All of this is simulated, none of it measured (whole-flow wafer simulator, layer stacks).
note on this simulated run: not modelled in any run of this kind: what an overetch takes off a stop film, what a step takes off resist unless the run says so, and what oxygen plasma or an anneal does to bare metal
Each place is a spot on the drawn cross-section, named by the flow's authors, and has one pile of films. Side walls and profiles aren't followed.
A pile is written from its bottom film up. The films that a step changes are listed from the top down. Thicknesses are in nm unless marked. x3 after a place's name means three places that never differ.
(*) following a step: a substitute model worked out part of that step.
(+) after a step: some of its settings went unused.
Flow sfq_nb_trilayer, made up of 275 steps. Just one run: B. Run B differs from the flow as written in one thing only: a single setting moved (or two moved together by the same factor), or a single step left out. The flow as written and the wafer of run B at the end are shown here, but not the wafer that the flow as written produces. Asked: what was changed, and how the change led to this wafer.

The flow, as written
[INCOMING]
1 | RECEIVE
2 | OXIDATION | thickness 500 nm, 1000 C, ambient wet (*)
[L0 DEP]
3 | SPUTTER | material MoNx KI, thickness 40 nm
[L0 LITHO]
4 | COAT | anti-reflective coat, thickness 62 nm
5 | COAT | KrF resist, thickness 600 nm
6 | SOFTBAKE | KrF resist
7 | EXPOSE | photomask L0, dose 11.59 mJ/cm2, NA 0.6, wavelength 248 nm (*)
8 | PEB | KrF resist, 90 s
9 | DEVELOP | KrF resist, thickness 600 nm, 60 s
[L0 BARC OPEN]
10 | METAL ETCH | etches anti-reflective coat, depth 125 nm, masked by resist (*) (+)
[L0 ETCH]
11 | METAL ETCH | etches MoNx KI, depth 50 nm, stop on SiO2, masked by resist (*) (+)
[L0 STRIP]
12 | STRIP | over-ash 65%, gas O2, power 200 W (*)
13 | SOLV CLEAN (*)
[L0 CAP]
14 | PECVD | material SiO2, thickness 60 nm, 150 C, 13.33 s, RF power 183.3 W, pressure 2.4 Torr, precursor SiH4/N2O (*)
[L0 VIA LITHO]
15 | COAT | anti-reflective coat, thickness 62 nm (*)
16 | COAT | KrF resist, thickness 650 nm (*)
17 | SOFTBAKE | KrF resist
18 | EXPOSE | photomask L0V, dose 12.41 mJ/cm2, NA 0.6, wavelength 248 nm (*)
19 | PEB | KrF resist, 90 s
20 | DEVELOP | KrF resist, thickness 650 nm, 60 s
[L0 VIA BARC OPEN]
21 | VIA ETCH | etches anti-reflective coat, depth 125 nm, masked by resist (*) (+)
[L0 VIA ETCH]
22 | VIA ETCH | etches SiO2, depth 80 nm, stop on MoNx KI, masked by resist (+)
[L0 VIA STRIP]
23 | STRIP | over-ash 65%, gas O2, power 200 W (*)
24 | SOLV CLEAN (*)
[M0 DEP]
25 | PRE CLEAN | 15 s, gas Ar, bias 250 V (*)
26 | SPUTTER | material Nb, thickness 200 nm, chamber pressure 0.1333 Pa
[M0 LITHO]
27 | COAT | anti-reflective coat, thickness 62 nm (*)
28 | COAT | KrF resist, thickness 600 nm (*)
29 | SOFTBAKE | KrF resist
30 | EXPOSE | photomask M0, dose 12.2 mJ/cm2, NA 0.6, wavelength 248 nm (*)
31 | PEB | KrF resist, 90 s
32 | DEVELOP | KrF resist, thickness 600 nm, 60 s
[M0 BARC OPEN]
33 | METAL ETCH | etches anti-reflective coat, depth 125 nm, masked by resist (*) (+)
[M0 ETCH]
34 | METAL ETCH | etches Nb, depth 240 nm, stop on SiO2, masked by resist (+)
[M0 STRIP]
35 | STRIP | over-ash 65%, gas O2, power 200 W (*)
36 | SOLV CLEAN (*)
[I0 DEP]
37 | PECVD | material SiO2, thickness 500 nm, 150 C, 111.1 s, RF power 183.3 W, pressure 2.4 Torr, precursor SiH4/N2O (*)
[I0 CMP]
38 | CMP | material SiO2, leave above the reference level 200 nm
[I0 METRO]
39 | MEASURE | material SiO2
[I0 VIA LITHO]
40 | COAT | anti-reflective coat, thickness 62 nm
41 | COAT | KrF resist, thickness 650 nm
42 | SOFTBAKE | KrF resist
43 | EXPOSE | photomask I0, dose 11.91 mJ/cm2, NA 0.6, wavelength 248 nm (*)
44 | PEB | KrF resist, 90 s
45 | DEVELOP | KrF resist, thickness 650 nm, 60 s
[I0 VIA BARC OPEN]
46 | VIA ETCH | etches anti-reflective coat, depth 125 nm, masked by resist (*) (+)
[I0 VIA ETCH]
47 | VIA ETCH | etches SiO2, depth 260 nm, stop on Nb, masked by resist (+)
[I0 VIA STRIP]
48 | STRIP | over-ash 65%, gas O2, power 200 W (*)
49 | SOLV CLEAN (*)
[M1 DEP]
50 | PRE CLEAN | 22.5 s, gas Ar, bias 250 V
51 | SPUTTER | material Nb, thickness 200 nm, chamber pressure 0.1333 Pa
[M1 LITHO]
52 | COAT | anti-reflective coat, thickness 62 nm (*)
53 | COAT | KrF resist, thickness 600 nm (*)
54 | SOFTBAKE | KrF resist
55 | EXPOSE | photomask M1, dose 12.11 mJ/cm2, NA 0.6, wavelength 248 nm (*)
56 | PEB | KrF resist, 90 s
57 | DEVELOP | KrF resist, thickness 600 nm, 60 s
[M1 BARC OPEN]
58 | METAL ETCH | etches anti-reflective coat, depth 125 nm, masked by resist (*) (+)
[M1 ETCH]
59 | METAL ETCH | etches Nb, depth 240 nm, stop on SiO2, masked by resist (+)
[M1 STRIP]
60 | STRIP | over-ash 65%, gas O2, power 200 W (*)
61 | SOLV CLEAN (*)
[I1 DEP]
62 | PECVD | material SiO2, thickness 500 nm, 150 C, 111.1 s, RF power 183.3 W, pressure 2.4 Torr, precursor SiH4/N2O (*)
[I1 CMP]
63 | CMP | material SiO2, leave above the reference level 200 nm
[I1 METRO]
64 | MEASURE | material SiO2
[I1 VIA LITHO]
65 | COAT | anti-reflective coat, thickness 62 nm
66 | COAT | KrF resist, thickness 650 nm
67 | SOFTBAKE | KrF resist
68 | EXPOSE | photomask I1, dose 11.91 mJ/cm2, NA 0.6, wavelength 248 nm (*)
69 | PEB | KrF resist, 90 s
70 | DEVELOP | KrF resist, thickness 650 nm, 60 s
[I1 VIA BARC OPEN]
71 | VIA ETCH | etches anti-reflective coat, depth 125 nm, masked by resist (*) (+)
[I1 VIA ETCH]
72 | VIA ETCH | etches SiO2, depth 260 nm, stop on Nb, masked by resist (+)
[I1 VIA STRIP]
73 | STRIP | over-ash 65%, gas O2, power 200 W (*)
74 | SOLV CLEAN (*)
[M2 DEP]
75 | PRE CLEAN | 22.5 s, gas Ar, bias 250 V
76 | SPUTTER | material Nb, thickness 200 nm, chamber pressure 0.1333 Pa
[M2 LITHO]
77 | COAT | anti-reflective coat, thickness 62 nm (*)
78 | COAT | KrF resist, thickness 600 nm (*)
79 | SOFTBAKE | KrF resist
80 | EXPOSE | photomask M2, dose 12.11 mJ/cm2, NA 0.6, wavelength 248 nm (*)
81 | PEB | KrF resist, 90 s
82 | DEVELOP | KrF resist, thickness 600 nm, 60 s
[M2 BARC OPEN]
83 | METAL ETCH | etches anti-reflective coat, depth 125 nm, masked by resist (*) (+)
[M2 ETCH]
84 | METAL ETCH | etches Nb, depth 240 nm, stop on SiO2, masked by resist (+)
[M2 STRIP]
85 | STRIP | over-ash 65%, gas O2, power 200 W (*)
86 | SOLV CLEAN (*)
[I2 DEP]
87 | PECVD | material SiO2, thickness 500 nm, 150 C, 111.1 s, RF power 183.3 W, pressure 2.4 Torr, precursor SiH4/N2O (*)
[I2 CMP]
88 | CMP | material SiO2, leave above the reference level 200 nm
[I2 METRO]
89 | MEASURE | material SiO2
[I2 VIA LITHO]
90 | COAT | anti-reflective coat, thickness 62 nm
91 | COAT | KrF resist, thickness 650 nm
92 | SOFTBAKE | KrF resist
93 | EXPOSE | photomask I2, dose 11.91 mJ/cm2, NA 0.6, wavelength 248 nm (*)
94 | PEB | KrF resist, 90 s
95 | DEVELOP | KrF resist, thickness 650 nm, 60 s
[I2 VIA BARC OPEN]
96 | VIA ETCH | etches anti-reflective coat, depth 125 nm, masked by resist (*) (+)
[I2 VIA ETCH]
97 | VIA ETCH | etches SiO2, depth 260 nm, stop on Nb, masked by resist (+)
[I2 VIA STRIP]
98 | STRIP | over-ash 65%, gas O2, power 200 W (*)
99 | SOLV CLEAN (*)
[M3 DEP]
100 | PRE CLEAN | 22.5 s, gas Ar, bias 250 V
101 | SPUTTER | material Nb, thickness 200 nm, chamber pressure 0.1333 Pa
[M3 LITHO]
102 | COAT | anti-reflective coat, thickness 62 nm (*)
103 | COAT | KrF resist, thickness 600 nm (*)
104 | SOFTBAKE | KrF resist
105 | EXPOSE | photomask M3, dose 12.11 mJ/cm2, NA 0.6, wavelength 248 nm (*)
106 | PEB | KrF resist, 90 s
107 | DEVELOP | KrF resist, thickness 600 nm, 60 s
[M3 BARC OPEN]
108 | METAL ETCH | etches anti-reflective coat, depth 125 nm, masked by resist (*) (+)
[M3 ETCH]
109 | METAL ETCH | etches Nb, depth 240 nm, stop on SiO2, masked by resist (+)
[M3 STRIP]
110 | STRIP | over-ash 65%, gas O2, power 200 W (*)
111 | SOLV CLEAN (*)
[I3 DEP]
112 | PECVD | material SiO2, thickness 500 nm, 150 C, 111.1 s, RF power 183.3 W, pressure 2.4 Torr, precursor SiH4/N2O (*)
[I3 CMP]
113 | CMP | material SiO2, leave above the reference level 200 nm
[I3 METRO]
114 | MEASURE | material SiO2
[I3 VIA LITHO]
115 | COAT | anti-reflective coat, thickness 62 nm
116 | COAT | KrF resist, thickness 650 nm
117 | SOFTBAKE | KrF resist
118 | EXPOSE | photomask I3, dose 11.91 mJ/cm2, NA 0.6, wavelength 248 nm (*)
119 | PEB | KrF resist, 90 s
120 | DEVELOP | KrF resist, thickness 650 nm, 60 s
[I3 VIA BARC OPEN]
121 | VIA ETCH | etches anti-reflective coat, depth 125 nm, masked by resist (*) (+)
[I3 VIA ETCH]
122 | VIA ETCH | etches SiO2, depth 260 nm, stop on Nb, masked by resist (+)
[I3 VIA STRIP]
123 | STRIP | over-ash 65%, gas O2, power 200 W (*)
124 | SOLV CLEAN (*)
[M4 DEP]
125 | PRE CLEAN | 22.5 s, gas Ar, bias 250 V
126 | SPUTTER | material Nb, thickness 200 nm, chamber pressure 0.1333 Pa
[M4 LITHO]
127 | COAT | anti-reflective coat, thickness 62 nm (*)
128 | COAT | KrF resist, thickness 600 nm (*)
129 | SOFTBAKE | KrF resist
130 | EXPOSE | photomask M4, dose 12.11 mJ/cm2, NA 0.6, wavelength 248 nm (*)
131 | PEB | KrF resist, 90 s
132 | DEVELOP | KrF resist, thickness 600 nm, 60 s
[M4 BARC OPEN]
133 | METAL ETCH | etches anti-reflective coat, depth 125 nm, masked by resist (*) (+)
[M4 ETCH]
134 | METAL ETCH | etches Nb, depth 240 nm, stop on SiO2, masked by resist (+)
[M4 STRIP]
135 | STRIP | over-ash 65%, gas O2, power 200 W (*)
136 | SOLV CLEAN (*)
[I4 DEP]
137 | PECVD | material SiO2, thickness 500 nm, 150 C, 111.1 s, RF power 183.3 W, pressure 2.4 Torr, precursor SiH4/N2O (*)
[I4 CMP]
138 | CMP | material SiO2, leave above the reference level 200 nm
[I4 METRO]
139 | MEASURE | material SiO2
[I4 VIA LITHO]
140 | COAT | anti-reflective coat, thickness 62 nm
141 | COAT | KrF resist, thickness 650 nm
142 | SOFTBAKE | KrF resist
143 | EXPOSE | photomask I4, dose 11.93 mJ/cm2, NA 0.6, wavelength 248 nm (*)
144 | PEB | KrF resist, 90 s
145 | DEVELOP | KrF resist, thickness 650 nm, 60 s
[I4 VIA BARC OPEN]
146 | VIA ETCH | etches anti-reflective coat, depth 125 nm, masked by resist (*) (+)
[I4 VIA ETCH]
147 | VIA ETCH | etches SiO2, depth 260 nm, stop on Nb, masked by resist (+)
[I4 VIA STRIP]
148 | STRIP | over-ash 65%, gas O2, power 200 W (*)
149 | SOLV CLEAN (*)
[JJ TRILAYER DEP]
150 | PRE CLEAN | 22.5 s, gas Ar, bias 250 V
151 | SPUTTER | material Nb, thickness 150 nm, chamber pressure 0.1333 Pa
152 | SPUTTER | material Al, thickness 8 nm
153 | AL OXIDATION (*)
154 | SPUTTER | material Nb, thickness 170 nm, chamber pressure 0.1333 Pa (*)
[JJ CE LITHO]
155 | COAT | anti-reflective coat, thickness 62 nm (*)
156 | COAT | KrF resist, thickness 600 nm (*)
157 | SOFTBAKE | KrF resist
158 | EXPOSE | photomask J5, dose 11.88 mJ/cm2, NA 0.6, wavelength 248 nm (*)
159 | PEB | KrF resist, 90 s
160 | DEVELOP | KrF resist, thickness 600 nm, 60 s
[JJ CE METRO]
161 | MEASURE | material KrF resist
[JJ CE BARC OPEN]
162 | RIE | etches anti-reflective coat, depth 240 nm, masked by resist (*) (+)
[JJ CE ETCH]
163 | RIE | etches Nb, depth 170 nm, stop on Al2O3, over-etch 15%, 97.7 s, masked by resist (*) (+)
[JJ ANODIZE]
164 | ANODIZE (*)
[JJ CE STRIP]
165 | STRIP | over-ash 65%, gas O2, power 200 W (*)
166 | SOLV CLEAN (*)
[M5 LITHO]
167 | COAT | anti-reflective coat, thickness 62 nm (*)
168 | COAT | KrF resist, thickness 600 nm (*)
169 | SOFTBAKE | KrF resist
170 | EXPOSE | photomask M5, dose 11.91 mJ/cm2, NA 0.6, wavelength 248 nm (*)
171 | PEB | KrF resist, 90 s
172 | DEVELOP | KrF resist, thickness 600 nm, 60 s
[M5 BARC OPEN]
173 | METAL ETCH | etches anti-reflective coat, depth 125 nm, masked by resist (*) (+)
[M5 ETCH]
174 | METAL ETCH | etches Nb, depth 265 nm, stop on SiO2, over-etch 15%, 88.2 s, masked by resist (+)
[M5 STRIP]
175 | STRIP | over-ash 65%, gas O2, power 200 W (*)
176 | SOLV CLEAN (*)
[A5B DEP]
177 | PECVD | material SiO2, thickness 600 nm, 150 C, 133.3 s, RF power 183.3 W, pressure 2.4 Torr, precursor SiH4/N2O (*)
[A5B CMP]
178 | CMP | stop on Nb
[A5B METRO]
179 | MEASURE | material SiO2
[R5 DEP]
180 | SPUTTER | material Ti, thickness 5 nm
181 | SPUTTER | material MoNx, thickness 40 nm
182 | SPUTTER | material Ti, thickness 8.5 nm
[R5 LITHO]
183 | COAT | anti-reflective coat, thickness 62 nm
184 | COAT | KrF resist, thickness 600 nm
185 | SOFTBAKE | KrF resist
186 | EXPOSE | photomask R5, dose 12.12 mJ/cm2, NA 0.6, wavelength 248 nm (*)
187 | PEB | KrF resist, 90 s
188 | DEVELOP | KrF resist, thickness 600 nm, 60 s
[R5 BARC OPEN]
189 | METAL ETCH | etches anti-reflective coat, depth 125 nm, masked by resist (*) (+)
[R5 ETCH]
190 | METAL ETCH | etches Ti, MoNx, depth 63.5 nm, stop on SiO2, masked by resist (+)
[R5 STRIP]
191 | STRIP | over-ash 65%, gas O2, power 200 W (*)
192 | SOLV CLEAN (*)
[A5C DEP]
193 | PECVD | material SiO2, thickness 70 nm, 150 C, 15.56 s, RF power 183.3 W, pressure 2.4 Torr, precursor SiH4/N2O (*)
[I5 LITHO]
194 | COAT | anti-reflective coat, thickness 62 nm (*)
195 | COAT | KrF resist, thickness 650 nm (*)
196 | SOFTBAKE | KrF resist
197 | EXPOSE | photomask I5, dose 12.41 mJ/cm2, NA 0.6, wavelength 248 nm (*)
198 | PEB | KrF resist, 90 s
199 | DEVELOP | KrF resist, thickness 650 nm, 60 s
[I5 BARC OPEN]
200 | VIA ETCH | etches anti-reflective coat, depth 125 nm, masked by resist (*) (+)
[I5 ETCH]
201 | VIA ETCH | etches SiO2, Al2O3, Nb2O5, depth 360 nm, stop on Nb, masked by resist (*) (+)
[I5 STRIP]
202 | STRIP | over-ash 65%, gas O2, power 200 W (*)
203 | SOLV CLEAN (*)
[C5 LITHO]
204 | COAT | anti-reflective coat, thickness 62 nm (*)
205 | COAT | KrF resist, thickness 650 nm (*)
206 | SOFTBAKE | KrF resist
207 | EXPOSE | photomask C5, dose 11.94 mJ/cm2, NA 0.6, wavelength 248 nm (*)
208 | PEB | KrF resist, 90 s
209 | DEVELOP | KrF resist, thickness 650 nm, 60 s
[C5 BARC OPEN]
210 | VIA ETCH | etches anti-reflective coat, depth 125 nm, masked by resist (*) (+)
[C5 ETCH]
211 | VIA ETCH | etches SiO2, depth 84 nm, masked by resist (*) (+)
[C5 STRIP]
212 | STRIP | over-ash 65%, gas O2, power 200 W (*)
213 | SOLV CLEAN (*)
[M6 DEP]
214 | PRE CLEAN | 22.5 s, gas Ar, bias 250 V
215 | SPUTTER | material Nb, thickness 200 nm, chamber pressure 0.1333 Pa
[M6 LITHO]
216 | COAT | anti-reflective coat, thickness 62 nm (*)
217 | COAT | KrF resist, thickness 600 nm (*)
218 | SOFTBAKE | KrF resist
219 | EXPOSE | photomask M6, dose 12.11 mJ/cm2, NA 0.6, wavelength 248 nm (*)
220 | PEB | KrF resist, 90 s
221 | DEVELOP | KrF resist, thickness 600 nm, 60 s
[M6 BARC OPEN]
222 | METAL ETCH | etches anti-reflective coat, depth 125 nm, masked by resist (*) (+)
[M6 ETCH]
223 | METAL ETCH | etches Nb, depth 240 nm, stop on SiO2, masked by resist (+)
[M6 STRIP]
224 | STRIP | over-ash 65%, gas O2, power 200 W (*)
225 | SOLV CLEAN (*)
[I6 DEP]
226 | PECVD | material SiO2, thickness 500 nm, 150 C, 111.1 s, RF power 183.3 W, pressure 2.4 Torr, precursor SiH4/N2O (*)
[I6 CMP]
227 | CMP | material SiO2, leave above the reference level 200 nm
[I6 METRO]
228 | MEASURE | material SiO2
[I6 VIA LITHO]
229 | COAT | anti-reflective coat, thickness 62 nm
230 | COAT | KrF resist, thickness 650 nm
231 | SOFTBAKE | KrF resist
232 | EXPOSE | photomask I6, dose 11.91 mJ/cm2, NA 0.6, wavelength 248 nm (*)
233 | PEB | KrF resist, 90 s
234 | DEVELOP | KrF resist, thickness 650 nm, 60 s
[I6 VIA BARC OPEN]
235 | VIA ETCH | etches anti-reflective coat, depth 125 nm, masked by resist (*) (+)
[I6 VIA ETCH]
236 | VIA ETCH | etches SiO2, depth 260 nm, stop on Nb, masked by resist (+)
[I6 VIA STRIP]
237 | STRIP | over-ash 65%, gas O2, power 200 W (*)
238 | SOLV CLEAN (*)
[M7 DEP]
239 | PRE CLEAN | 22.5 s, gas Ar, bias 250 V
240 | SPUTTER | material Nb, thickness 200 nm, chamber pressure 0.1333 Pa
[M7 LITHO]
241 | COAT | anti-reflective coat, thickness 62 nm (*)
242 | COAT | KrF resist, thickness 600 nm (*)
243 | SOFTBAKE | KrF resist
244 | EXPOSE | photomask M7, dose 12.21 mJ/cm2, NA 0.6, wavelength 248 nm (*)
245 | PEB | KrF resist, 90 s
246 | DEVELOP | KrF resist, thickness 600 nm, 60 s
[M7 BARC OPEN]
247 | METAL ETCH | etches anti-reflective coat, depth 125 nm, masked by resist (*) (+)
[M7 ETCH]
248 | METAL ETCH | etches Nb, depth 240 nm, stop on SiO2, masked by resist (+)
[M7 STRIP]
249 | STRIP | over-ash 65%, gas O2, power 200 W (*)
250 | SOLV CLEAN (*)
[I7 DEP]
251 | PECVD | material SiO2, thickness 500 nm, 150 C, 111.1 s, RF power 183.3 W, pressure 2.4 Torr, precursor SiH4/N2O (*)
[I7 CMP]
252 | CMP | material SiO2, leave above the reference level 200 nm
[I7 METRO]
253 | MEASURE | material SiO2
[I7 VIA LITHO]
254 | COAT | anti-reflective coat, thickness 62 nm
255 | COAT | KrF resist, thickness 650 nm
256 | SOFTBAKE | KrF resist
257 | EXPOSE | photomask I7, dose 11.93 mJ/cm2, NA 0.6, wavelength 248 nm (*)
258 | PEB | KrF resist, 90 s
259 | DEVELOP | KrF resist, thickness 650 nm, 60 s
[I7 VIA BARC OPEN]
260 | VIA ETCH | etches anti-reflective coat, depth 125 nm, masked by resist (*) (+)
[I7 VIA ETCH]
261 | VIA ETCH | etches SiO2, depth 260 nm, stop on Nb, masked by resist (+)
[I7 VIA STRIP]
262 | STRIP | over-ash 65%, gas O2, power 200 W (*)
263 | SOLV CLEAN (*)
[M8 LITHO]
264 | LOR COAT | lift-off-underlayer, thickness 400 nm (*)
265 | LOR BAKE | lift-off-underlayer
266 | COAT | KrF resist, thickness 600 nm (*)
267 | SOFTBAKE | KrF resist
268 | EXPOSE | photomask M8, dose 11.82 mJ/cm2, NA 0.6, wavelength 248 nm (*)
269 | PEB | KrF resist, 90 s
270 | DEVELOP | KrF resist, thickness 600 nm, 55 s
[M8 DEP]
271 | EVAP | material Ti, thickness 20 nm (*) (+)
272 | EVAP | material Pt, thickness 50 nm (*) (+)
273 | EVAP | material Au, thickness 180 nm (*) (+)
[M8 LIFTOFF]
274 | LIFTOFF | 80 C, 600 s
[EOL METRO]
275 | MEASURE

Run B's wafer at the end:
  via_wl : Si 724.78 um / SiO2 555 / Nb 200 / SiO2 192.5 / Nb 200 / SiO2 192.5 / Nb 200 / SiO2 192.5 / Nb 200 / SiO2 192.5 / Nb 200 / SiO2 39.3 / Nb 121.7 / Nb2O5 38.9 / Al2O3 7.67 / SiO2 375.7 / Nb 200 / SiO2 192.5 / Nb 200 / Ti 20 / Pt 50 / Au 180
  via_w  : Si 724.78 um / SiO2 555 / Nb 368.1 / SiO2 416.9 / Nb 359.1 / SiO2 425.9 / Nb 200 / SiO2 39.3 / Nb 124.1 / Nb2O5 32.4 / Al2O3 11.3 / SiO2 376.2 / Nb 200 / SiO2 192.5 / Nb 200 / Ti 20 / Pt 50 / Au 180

The reason: step 147, VIA ETCH: depth 153 nm was run, while the flow as written has depth 260 nm.

How this came from the change, step by step:
  147 | VIA ETCH | etches SiO2, depth 260 nm, stop on Nb, masked by resist (+)
      via_wl, via_w, via_wr: -153 SiO2 (it would be, as written: -199.8 SiO2 (all of it))
      field_l, v_sur, via_sp and 100 more: -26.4 KrF resist (it would be, as written: -44.8 KrF resist)
  148 | STRIP | over-ash 65%, gas O2, power 200 W (*)
      field_l, v_sur, via_sp and 100 more: -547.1 KrF resist (all of it), -62 anti-reflective coat (all of it) (it would be, as written: -528.6 KrF resist (all of it), -62 anti-reflective coat (all of it))
  150 | PRE CLEAN | 22.5 s, gas Ar, bias 250 V
      via_wl, via_w, via_wr: -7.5 SiO2 (it would be, as written: -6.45 Nb)
  151 | SPUTTER | material Nb, thickness 150 nm, chamber pressure 0.1333 Pa
      via_wl, via_w, via_wr: +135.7 Nb (new film) (it would be, as written: +130.4 Nb)
  154 | SPUTTER | material Nb, thickness 170 nm, chamber pressure 0.1333 Pa (*)
      via_wl, via_wr: +148.6 Nb (new film) (it would be, as written: +140.7 Nb (new film))
      via_w: +149 Nb (new film) (it would be, as written: +141 Nb (new film))
  155 | COAT | anti-reflective coat, thickness 62 nm (*)
      via_wl, via_wr: +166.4 anti-reflective coat (new film) (it would be, as written: +209.4 anti-reflective coat (new film))
      v_sur: +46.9 anti-reflective coat (new film) (it would be, as written: +45.1 anti-reflective coat (new film))
      (also at 2 further places)
  156 | COAT | KrF resist, thickness 600 nm (*)
      via_w: +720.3 KrF resist (new film) (it would be, as written: +763.8 KrF resist (new film))
  160 | DEVELOP | KrF resist, thickness 600 nm, 60 s
      via_w: -718.7 KrF resist (all of it) (it would be, as written: -762.1 KrF resist (all of it))
  162 | RIE | etches anti-reflective coat, depth 240 nm, masked by resist (*) (+)
      ce_l, c5j, ce_r, wl_jj: -166.4 KrF resist (it would be, as written: -209.4 KrF resist)
      via_wl, via_wr: -166.4 anti-reflective coat (all of it) (it would be, as written: -209.4 anti-reflective coat (all of it))
      (also at 3 further places)
  163 | RIE | etches Nb, depth 170 nm, stop on Al2O3, over-etch 15%, 97.7 s, masked by resist (*) (+)
      via_wl, via_wr: -148.6 Nb (all of it), -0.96 Al2O3 (all of it) (it would be, as written: -140.7 Nb (all of it), -0.96 Al2O3 (all of it))
      via_w: -149 Nb (all of it), -0.96 Al2O3 (all of it) (it would be, as written: -141 Nb (all of it), -0.96 Al2O3 (all of it))
  164 | ANODIZE (*)
      via_w: +11.3 Al2O3 (new film), +32.4 Nb2O5 (new film), -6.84 Al (all of it), -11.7 Nb (it would be, as written: +10.8 Al2O3 (new film), +33.3 Nb2O5 (new film), -6.54 Al (all of it), -12 Nb)
  165 | STRIP | over-ash 65%, gas O2, power 200 W (*)
      c5j, ce_r: -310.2 KrF resist (all of it), -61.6 anti-reflective coat (all of it) (it would be, as written: -266.9 KrF resist (all of it), -61.5 anti-reflective coat (all of it))
      ce_l: -310.1 KrF resist (all of it), -61.6 anti-reflective coat (all of it) (it would be, as written: -266.8 KrF resist (all of it), -61.4 anti-reflective coat (all of it))
      (also at 1 further place)
  167 | COAT | anti-reflective coat, thickness 62 nm (*)
      v_sur: +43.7 anti-reflective coat (new film) (it would be, as written: +44.9 anti-reflective coat (new film))
      via_wl: +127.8 anti-reflective coat (new film) (it would be, as written: +170.5 anti-reflective coat (new film))
      (also at 2 further places)
  168 | COAT | KrF resist, thickness 600 nm (*)
      via_w: +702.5 KrF resist (new film) (it would be, as written: +732.6 KrF resist (new film))
  175 | STRIP | over-ash 65%, gas O2, power 200 W (*)
      v_sur: -357 KrF resist (all of it), -43.7 anti-reflective coat (all of it) (it would be, as written: -349.2 KrF resist (all of it), -44.9 anti-reflective coat (all of it))
      via_wl: -428.1 KrF resist (all of it), -127.8 anti-reflective coat (all of it) (it would be, as written: -427 KrF resist (all of it), -170.5 anti-reflective coat (all of it))
      (also at 2 further places)
  178 | CMP | stop on Nb
      via_wl, via_wr: -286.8 SiO2 (it would be, as written: -235.7 SiO2)
      via_w: -286.3 SiO2 (it would be, as written: -235.2 SiO2)
Taking metal films that touch as one body, via_wl has 8 bodies (between them, from the top down: SiO2 192.5; SiO2 375.7 / Al2O3 7.67 / Nb2O5 38.9; SiO2 39.3; SiO2 192.5; SiO2 192.5; SiO2 192.5; SiO2 192.5); the flow as written gives 7 bodies (between them, from the top down: SiO2 192.5; SiO2 426.8 / Al2O3 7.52 / Nb2O5 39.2; SiO2 192.5; SiO2 192.5; SiO2 192.5; SiO2 192.5).
Taking metal films that touch as one body, via_w has 6 bodies (between them, from the top down: SiO2 192.5; SiO2 376.2 / Al2O3 11.3 / Nb2O5 32.4; SiO2 39.3; SiO2 425.9; SiO2 416.9); the flow as written gives 5 bodies (between them, from the top down: SiO2 192.5; SiO2 427.3 / Al2O3 10.8 / Nb2O5 33.3; SiO2 425.9; SiO2 416.9).
